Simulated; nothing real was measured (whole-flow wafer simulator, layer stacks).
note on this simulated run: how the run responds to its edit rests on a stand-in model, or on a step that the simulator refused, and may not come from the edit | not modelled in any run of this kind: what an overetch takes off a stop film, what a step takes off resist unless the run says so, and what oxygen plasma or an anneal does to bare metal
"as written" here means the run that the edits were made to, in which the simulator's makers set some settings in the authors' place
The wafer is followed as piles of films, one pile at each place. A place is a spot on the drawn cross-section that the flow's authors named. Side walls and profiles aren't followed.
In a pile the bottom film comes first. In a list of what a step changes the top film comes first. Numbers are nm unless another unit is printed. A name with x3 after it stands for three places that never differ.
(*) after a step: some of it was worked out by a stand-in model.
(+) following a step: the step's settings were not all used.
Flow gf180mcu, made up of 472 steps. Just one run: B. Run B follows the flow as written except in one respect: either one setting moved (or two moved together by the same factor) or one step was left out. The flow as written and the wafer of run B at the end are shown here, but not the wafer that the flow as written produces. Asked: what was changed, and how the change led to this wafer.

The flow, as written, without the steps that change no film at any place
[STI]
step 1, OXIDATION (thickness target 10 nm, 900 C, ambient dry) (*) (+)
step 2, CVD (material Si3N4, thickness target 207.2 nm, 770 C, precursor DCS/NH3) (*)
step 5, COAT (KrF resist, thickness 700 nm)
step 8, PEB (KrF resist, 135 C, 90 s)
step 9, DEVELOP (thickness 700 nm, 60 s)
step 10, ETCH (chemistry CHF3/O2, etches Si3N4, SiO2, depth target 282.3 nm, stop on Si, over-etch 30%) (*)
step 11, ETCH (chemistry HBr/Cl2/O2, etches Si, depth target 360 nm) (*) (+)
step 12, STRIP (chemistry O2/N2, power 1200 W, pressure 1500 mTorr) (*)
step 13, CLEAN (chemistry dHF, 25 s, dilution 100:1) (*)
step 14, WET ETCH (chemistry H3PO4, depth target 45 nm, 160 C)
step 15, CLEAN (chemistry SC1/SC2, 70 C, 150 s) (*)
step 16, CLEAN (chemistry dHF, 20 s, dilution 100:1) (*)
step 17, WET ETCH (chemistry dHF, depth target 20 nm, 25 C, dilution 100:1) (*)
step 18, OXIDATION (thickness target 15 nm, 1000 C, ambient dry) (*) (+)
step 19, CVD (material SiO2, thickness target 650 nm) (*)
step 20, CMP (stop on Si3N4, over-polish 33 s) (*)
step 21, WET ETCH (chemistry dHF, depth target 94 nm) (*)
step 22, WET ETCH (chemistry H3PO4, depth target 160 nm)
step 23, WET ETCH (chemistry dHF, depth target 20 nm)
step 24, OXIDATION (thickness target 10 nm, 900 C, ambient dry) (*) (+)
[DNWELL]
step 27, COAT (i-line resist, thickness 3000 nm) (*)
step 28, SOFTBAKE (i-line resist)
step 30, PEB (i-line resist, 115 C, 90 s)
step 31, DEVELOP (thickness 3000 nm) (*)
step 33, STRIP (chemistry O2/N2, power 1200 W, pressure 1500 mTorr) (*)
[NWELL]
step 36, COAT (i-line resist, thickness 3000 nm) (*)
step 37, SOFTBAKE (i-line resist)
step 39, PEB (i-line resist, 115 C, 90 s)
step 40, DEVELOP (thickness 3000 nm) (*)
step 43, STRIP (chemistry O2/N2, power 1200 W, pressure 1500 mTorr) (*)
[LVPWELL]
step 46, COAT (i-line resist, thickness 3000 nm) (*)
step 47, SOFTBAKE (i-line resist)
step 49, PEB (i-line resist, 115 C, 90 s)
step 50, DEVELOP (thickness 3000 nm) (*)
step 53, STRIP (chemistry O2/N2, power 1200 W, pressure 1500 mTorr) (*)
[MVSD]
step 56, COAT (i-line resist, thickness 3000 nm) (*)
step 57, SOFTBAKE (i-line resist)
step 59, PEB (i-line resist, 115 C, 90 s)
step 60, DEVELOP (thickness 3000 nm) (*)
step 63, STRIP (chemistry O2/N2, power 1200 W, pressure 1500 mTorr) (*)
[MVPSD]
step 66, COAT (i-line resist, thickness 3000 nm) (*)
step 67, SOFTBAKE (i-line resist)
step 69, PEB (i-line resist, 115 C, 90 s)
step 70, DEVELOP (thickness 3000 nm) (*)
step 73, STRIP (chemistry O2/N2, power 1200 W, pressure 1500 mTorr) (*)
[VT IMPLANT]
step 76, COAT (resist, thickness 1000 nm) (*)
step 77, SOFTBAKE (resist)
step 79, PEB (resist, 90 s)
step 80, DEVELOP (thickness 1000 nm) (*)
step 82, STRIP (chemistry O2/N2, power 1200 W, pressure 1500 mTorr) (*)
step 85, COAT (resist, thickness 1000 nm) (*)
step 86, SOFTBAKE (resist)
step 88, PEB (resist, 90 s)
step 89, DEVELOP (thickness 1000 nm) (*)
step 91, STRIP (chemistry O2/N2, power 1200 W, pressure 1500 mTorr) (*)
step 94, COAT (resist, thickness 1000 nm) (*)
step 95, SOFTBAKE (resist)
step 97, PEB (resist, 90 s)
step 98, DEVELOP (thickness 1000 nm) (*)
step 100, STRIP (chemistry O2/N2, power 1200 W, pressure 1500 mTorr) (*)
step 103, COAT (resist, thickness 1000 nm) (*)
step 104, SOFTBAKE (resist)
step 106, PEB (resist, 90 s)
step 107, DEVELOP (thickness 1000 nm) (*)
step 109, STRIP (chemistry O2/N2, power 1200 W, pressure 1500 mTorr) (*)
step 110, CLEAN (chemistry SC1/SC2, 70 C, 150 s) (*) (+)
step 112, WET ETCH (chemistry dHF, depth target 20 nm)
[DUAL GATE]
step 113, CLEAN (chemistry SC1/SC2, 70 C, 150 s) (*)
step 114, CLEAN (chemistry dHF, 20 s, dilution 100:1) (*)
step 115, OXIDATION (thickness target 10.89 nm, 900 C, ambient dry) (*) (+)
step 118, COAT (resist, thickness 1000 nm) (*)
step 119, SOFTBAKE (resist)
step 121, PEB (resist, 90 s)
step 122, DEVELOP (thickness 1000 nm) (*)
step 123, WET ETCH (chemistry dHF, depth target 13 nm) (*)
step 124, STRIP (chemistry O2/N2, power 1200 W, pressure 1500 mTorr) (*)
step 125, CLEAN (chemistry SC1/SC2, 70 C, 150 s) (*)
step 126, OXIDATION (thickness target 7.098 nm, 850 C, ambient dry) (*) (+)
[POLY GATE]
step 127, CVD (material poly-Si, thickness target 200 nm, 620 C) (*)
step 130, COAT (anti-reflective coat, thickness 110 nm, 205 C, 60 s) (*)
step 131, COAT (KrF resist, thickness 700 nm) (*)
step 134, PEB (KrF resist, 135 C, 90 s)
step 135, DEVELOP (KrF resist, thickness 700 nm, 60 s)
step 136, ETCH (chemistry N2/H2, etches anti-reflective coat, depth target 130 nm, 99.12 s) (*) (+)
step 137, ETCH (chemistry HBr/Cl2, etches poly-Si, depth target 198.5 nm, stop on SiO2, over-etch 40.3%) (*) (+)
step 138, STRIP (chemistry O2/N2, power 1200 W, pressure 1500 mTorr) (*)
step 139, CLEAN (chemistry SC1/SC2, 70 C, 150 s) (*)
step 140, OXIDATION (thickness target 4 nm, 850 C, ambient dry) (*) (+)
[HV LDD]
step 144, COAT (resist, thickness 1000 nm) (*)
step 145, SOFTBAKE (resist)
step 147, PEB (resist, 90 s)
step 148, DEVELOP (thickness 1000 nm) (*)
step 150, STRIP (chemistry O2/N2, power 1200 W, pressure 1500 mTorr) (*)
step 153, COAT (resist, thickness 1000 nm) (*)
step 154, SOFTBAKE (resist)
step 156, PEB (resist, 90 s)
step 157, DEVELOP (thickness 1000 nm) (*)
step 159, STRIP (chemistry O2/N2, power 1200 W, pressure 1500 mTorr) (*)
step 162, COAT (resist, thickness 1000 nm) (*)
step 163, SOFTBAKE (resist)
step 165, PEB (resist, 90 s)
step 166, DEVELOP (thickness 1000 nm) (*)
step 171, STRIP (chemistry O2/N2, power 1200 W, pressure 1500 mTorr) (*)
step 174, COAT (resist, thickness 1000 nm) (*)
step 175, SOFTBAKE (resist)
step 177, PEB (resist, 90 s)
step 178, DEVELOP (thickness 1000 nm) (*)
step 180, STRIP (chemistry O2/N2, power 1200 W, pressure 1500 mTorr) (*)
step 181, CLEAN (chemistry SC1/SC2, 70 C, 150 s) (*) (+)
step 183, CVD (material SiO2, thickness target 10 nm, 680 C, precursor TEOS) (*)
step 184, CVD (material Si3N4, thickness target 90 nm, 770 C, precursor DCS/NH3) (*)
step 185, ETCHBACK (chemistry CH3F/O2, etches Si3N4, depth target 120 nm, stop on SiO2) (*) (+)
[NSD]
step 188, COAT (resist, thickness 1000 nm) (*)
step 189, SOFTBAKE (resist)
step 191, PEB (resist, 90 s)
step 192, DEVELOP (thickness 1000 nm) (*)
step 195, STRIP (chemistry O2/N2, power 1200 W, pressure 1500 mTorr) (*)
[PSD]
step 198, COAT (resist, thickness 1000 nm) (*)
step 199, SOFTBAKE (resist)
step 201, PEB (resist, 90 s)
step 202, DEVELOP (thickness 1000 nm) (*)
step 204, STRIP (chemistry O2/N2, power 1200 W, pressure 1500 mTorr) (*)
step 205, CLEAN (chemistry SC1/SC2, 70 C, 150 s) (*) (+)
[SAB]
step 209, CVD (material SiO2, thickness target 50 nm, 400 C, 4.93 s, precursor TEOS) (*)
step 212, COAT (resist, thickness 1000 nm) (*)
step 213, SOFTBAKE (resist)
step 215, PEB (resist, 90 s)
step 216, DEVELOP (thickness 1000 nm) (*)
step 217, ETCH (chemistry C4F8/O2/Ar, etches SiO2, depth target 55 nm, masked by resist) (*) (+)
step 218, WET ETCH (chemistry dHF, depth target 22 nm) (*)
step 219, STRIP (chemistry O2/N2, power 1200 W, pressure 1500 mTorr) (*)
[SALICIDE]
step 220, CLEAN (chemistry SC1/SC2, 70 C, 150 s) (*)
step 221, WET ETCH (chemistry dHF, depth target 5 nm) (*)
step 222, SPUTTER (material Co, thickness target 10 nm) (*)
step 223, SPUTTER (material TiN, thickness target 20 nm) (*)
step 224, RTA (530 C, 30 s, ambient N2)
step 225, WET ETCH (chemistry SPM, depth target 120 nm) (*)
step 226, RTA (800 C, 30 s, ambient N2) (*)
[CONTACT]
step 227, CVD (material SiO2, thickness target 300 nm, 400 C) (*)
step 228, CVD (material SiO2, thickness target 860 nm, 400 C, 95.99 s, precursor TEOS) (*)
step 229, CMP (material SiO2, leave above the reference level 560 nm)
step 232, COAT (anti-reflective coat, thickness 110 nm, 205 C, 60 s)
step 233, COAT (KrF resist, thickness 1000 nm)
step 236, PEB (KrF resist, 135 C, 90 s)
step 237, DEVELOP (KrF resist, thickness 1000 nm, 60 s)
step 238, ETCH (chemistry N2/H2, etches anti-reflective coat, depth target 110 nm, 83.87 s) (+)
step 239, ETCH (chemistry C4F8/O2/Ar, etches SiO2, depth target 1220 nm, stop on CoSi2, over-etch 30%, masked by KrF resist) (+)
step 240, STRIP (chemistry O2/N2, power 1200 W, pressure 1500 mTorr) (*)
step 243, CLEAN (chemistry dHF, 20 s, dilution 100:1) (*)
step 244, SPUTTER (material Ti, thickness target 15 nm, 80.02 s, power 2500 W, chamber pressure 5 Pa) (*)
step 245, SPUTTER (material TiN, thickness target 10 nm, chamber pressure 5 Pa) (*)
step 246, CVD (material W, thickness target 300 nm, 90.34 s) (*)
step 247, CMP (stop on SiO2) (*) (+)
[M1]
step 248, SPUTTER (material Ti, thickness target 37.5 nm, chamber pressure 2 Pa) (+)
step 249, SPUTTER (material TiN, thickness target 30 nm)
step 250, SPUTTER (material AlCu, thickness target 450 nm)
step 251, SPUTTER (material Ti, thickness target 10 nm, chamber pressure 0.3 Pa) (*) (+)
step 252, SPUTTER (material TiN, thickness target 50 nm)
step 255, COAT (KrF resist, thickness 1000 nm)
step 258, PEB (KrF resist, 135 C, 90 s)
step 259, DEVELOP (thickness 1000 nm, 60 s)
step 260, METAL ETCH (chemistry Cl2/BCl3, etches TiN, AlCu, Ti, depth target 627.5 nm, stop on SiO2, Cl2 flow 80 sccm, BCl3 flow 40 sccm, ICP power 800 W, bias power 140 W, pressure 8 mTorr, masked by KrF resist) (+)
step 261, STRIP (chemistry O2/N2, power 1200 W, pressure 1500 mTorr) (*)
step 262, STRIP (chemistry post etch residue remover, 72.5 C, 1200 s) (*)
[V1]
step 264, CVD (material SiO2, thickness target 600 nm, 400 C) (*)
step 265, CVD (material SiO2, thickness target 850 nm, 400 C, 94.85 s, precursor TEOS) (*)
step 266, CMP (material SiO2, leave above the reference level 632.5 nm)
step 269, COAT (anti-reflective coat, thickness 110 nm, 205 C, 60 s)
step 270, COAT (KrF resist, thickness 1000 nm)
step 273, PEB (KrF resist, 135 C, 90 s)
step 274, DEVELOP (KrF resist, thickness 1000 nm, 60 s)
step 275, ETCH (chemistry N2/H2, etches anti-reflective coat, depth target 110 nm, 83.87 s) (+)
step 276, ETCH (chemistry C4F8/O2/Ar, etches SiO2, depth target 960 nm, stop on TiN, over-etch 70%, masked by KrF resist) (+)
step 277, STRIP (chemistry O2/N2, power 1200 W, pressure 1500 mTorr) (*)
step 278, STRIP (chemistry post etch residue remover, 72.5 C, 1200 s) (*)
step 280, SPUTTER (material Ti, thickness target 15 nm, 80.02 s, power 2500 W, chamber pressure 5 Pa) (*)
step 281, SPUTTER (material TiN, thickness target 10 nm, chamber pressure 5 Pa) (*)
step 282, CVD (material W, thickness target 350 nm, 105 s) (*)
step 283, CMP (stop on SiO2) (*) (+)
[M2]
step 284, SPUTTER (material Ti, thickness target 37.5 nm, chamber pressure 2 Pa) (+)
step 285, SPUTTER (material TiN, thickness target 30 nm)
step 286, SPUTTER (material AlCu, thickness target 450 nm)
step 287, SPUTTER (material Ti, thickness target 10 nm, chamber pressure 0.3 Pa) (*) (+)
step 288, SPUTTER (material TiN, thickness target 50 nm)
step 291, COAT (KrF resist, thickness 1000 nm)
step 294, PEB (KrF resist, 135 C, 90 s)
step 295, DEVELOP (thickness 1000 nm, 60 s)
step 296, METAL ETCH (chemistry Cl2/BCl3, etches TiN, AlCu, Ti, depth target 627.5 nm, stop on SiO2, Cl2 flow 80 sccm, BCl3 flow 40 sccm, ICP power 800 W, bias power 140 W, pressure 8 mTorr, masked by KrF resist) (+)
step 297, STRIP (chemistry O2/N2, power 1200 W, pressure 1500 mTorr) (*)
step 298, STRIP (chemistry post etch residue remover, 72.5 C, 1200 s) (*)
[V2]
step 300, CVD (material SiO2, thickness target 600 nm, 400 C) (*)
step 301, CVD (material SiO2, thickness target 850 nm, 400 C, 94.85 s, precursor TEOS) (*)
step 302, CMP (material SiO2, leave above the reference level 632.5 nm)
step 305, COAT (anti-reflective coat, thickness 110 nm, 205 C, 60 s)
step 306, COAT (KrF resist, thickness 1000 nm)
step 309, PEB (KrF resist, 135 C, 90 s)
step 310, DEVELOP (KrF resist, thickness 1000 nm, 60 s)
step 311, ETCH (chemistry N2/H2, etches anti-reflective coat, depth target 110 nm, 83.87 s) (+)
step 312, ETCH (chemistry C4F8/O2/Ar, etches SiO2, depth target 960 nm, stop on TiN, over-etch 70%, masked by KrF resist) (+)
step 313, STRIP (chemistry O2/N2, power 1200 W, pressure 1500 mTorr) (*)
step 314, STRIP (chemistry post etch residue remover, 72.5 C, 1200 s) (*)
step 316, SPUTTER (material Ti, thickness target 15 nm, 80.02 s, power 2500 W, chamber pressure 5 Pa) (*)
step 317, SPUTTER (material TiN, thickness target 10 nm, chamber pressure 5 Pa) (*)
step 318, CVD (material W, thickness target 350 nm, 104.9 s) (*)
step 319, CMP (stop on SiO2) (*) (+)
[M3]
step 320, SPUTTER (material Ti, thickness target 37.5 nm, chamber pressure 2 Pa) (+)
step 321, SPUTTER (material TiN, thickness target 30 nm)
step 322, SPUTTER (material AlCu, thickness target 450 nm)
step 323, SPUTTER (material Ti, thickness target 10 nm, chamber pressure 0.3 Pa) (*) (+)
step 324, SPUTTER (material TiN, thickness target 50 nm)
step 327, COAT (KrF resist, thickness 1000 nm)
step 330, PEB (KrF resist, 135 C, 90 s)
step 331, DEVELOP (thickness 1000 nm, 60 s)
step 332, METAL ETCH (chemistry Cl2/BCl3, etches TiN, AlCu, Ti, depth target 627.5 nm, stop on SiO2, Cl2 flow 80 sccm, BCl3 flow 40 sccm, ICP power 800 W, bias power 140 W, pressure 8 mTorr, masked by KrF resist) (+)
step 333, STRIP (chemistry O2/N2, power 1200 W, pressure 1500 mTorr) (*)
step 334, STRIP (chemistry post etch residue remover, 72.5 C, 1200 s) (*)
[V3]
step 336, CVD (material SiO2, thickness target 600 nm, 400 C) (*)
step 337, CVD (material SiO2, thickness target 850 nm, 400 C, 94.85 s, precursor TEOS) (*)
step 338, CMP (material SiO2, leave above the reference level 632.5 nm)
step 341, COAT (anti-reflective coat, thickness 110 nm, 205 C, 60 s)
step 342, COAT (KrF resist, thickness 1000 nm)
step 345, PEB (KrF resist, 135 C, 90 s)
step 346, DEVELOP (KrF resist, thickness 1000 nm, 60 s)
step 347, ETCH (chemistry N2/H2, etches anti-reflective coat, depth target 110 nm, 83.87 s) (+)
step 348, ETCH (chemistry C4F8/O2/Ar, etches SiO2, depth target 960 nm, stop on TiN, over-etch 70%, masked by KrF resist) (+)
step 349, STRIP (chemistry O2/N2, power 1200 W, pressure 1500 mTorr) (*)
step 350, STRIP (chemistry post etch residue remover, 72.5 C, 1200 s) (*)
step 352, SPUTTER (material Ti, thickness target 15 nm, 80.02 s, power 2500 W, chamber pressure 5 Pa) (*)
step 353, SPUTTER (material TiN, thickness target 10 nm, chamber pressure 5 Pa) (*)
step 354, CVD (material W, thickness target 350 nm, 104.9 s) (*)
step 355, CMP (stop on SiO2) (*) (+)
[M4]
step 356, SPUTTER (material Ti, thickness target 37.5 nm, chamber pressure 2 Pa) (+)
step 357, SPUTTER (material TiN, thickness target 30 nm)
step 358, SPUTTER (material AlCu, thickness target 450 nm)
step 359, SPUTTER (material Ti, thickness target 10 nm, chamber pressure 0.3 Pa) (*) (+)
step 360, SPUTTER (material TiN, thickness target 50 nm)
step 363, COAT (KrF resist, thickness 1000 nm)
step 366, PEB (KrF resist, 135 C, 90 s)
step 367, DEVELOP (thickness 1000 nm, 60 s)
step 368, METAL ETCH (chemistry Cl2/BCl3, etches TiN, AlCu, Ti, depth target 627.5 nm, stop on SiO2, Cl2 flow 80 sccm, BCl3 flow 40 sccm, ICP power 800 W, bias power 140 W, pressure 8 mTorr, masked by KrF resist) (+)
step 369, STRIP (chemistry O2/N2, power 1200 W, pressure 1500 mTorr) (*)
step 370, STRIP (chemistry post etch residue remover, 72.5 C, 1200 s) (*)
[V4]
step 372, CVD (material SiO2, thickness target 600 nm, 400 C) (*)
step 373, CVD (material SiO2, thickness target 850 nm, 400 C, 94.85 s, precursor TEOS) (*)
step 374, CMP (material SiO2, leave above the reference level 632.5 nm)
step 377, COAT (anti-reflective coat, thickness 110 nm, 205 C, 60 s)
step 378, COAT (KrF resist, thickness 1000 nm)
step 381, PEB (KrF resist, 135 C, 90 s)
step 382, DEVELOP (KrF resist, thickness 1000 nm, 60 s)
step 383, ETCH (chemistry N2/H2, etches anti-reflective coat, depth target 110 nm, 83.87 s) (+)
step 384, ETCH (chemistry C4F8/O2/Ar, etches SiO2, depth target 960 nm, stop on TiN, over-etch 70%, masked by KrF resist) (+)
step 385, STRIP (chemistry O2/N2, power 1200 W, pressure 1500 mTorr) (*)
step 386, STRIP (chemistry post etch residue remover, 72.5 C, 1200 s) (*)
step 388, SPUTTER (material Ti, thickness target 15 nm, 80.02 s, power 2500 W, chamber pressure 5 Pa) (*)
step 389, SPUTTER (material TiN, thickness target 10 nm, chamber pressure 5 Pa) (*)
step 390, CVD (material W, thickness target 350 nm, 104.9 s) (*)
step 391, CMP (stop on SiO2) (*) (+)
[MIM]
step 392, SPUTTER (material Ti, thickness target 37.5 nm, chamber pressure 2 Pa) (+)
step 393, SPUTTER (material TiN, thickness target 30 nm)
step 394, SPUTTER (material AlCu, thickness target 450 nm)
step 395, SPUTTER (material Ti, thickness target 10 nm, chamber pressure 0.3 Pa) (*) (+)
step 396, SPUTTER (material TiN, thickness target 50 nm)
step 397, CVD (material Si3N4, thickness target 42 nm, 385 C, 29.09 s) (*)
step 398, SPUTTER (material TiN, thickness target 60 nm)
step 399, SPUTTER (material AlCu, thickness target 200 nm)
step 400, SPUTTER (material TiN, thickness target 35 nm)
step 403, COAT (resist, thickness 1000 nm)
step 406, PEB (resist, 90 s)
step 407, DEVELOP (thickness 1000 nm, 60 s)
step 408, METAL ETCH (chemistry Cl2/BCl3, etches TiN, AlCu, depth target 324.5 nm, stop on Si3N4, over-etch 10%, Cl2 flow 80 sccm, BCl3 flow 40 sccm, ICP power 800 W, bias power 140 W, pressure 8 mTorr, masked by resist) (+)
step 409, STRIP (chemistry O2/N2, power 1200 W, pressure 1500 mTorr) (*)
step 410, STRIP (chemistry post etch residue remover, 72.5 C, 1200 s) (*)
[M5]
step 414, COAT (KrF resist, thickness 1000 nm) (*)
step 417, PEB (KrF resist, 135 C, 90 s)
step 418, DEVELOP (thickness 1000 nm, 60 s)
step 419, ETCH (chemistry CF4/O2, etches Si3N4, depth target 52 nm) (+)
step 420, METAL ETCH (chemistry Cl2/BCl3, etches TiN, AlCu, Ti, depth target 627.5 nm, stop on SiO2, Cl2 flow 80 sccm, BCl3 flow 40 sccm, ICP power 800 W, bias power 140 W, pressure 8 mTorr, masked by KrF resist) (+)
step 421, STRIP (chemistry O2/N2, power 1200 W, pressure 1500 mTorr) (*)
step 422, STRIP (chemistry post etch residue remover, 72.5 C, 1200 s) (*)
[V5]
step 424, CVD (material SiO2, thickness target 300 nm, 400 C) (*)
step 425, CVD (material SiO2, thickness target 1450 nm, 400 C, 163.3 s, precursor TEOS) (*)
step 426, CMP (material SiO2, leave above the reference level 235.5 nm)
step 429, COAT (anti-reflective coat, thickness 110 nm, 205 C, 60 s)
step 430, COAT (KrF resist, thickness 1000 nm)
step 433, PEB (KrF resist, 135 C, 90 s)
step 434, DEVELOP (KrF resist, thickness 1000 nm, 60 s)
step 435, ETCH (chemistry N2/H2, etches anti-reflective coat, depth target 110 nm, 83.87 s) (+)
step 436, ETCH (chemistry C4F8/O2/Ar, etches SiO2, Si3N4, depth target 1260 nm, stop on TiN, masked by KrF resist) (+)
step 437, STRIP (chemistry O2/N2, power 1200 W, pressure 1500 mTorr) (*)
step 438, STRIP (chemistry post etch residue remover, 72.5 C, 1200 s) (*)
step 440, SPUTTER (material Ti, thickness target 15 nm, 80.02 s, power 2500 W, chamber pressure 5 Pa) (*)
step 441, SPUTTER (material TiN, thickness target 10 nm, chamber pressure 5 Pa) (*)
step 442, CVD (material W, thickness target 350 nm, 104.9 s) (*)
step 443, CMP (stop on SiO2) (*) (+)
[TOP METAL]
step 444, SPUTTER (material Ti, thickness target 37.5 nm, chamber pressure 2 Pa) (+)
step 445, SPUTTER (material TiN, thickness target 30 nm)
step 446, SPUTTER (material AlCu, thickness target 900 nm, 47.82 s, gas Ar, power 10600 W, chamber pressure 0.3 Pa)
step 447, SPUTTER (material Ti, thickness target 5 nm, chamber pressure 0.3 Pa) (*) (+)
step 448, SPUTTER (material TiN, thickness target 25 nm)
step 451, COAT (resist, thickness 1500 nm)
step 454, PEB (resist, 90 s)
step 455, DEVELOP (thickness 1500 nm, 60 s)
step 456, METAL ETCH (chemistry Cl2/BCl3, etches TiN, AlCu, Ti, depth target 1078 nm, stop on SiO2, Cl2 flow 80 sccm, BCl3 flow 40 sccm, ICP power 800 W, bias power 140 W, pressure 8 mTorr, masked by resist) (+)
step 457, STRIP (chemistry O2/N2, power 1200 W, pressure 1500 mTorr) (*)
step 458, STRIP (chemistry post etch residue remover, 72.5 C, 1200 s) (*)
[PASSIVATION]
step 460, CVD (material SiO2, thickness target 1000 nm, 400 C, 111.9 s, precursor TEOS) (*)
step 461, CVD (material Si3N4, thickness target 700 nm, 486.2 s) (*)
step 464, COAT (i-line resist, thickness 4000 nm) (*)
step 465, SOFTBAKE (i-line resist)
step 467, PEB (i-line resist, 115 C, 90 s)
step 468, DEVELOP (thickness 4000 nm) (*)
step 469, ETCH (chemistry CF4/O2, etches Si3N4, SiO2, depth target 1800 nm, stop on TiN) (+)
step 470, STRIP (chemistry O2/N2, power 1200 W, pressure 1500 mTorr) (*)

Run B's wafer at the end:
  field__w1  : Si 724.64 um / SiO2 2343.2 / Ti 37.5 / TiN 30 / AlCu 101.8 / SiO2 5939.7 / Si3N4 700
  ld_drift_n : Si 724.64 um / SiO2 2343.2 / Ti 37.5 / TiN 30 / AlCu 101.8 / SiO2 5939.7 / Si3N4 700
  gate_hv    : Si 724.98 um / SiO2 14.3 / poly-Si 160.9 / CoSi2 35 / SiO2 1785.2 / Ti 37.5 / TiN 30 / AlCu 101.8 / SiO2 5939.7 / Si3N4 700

What caused this: step 286, SPUTTER: thickness target 675 nm was run, though the flow has thickness target 450 nm.

The path from the change to this, step by step:
  step 286, SPUTTER (material AlCu, thickness target 450 nm)
      field, field__w1, field__w2 and 108 more: AlCu gains 675 (new film) (in the flow as written it would be: AlCu gains 450 (new film))
  step 296, METAL ETCH (chemistry Cl2/BCl3, etches TiN, AlCu, Ti, depth target 627.5 nm, stop on SiO2, Cl2 flow 80 sccm, BCl3 flow 40 sccm, ICP power 800 W, bias power 140 W, pressure 8 mTorr, masked by KrF resist) (+)
      field, field__w1, field__w2 and 103 more: TiN loses 50 (all of it), Ti loses 10 (all of it), AlCu loses 567.5 (in the flow as written it would be: TiN loses 50 (all of it), Ti loses 10 (all of it), AlCu loses 450 (all of it), TiN loses 30 (all of it), Ti loses 37.5 (all of it))
  step 298, STRIP (chemistry post etch residue remover, 72.5 C, 1200 s) (*)
      field, field__w1, field__w2 and 103 more: AlCu loses 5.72 (in the flow as written it would be: nothing)
  step 300, CVD (material SiO2, thickness target 600 nm, 400 C) (*)
      field, field__w1, field__w2 and 103 more: SiO2 gains 600 (new film) (in the flow as written it would be: SiO2 gains 600)
  step 302, CMP (material SiO2, leave above the reference level 632.5 nm)
      field, field__w1, field__w2 and 103 more: SiO2 loses 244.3 (in the flow as written it would be: SiO2 loses 300)
If metal films that touch count as one body, field__w1 has 1 body; the flow as written gives 0 bodies.
If metal films that touch count as one body, ld_drift_n has 1 body; the flow as written gives 0 bodies.
If metal films that touch count as one body, gate_hv has 2 bodies (between them, from the top down: SiO2 1785.2); the flow as written gives 1 body.
